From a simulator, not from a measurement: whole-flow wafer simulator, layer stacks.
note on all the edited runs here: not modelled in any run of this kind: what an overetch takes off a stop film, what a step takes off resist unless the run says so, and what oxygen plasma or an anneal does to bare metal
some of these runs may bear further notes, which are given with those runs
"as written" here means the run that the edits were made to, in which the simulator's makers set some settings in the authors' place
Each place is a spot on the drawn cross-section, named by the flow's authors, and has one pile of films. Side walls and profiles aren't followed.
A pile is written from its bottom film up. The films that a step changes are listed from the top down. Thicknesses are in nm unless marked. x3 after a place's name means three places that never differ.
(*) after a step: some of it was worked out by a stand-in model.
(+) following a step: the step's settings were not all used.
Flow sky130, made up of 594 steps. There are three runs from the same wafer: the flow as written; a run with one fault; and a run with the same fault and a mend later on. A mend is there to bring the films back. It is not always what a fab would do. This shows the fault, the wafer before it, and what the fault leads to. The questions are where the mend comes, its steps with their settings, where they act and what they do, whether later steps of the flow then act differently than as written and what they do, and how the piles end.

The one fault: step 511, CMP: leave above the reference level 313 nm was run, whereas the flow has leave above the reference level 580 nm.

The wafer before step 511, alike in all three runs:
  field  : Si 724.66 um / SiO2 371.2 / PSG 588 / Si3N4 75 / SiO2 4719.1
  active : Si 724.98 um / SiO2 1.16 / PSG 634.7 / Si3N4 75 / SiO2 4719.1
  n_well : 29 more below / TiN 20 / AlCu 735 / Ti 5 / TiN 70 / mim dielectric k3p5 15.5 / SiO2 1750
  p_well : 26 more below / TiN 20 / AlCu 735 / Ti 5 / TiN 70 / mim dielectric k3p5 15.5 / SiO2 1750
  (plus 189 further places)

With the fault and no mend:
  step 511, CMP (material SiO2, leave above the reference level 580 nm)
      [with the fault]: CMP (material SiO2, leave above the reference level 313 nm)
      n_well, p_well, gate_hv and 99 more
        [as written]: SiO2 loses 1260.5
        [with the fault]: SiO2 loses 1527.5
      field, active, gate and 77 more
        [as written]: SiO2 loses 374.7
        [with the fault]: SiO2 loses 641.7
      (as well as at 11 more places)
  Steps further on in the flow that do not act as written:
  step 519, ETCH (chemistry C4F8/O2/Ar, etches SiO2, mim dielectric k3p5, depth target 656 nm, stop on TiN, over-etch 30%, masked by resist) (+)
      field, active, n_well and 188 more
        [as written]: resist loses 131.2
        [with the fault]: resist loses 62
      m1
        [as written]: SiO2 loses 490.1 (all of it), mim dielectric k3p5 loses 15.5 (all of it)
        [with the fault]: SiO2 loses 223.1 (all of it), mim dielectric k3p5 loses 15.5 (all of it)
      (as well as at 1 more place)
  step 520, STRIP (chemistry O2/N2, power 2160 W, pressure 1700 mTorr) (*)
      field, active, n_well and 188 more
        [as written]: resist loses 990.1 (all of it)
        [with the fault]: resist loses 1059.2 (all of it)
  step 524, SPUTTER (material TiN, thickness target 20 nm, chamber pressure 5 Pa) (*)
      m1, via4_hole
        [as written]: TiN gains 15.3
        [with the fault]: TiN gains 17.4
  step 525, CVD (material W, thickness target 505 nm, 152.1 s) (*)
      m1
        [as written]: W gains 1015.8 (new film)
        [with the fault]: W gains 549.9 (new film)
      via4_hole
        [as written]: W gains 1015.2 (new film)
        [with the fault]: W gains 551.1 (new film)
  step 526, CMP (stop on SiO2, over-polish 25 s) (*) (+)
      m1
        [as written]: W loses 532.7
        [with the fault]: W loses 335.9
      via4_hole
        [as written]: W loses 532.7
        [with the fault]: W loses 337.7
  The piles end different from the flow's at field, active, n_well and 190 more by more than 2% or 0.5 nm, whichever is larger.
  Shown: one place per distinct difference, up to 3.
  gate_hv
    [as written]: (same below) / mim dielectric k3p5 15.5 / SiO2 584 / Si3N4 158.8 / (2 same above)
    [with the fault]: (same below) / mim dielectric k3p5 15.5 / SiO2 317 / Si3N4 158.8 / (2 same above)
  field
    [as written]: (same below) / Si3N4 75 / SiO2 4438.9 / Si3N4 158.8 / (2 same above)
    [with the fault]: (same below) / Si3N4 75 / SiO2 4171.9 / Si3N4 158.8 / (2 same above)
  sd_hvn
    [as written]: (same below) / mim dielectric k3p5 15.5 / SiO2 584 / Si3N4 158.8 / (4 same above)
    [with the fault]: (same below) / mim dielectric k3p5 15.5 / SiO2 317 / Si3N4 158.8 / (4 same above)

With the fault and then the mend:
  The mend stands after step 518.
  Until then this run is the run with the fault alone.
  step 518a, STRIP (chemistry O2/N2, power 2160 W, pressure 1700 mTorr) (*)
      field, active, n_well and 188 more
        resist loses 1121.3 (all of it)
  step 518b, HDPCVD (thickness target 267 nm) (*) (the flow's step 510 again, with other settings)
      field, active, n_well and 190 more
        SiO2 gains 267
  step 518c, HMDS (120 C, 60 s) (the flow's step 513 again)
      alters no film at any place that is followed
  step 518d, COAT (resist, thickness 1140 nm) (the flow's step 514 again)
      field, active, n_well and 190 more
        resist gains 1140 (new film)
  step 518e, SOFTBAKE (resist) (the flow's step 515 again)
      alters no film at any place that is followed
  step 518f, EXPOSE (photomask VIM4, dose 133.8 mJ/cm2, NA 0.6, wavelength 365 nm) (*) (the flow's step 516 again)
      alters no film at any place that is followed
  step 518g, PEB (resist, 70.3 s) (the flow's step 517 again)
      field, active, n_well and 190 more
        resist loses 18.7
  step 518h, DEVELOP (resist, thickness 1140 nm, developer TMAH-0.26N, 60 s) (the flow's step 518 again)
      m1, via4_hole
        resist loses 1121.3 (all of it)
  Every later step of the flow that is run acts as written at every place that is followed.
  At every place that both follow, the piles at the end match the flow's.
